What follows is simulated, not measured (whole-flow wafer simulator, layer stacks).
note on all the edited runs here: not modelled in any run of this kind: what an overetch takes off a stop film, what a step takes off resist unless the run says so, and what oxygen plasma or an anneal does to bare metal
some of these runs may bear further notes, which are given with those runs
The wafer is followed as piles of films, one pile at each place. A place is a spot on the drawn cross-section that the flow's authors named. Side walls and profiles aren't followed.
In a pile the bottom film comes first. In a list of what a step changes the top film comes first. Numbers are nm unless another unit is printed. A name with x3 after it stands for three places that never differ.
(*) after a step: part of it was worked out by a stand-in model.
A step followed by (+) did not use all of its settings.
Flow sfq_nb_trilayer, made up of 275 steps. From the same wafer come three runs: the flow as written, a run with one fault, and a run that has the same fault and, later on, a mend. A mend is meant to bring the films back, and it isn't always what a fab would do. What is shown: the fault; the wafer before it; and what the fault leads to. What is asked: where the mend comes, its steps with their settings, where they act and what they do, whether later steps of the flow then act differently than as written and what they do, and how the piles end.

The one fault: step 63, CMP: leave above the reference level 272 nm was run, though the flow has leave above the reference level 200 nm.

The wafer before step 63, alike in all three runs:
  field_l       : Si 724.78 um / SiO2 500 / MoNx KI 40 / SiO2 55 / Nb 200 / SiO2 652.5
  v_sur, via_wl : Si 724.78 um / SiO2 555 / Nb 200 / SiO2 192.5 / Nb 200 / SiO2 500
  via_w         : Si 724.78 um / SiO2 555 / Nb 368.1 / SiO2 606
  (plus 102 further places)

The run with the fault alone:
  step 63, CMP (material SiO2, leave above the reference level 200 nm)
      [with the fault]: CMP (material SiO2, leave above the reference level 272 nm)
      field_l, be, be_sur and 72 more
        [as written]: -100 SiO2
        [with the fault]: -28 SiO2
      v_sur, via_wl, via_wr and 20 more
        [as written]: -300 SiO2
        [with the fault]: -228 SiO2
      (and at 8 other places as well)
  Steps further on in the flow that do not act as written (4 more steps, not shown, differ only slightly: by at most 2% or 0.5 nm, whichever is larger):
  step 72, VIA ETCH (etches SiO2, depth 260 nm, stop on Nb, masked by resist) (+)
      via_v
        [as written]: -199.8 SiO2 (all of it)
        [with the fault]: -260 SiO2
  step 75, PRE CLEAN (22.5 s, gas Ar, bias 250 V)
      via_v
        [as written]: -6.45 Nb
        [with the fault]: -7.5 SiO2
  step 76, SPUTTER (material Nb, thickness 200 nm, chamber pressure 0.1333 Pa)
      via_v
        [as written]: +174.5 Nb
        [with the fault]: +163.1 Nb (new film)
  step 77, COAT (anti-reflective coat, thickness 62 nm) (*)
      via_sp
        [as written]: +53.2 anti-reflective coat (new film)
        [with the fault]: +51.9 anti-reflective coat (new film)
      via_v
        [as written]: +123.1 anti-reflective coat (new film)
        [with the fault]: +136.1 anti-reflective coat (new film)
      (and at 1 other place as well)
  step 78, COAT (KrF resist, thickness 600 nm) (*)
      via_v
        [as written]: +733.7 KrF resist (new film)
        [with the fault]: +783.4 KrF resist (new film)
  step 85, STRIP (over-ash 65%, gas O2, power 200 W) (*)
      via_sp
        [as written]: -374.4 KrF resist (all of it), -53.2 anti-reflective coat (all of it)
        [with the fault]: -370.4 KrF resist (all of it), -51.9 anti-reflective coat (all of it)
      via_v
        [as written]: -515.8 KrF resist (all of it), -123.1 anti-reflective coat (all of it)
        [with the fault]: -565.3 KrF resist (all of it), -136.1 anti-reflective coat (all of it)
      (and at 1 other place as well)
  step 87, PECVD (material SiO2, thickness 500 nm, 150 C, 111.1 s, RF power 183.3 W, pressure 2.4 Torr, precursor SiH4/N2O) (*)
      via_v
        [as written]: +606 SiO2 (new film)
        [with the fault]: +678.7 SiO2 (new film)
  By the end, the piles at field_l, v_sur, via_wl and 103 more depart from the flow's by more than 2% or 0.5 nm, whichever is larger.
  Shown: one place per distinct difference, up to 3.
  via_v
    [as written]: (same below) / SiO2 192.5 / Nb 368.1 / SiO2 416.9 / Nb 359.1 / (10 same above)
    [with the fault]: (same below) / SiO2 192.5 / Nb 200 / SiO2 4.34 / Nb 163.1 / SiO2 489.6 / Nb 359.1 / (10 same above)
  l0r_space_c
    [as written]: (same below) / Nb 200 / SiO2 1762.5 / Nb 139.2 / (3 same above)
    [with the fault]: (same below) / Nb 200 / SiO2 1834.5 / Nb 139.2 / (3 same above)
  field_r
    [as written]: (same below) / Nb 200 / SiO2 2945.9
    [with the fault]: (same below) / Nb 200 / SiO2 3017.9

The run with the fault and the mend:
  The mend stands after step 70.
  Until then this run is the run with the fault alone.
  step 70a, STRIP (over-ash 65%, gas O2, power 200 W) (*)
      field_l, v_sur, via_wl and 102 more
        -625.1 KrF resist (all of it), -62 anti-reflective coat (all of it)
      via_v
        -62 anti-reflective coat (all of it)
  step 70b, CMP (material SiO2, leave above the reference level 200 nm) (a further turn of the flow's step 63)
      field_l, v_sur, via_wl and 103 more
        -72 SiO2
  step 70c, COAT (anti-reflective coat, thickness 62 nm) (a further turn of the flow's step 65)
      field_l, v_sur, via_wl and 103 more
        +62 anti-reflective coat (new film)
  step 70d, COAT (KrF resist, thickness 650 nm) (a further turn of the flow's step 66)
      field_l, v_sur, via_wl and 103 more
        +650 KrF resist (new film)
  step 70e, SOFTBAKE (KrF resist) (a further turn of the flow's step 67)
      leaves every film unchanged at each place that is followed
  step 70f, EXPOSE (photomask I1, dose 11.91 mJ/cm2, NA 0.6, wavelength 248 nm) (*) (a further turn of the flow's step 68)
      leaves every film unchanged at each place that is followed
  step 70g, PEB (KrF resist, 90 s) (a further turn of the flow's step 69)
      field_l, v_sur, via_wl and 103 more
        -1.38 KrF resist
  step 70h, DEVELOP (KrF resist, thickness 650 nm, 60 s) (a further turn of the flow's step 70)
      field_l, v_sur, via_wl and 102 more
        -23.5 KrF resist
      via_v
        -648.6 KrF resist (all of it)
  Every later step of the flow that is run acts as written at every place that is followed.
  By the end, the piles equal the flow's at every place that both follow.
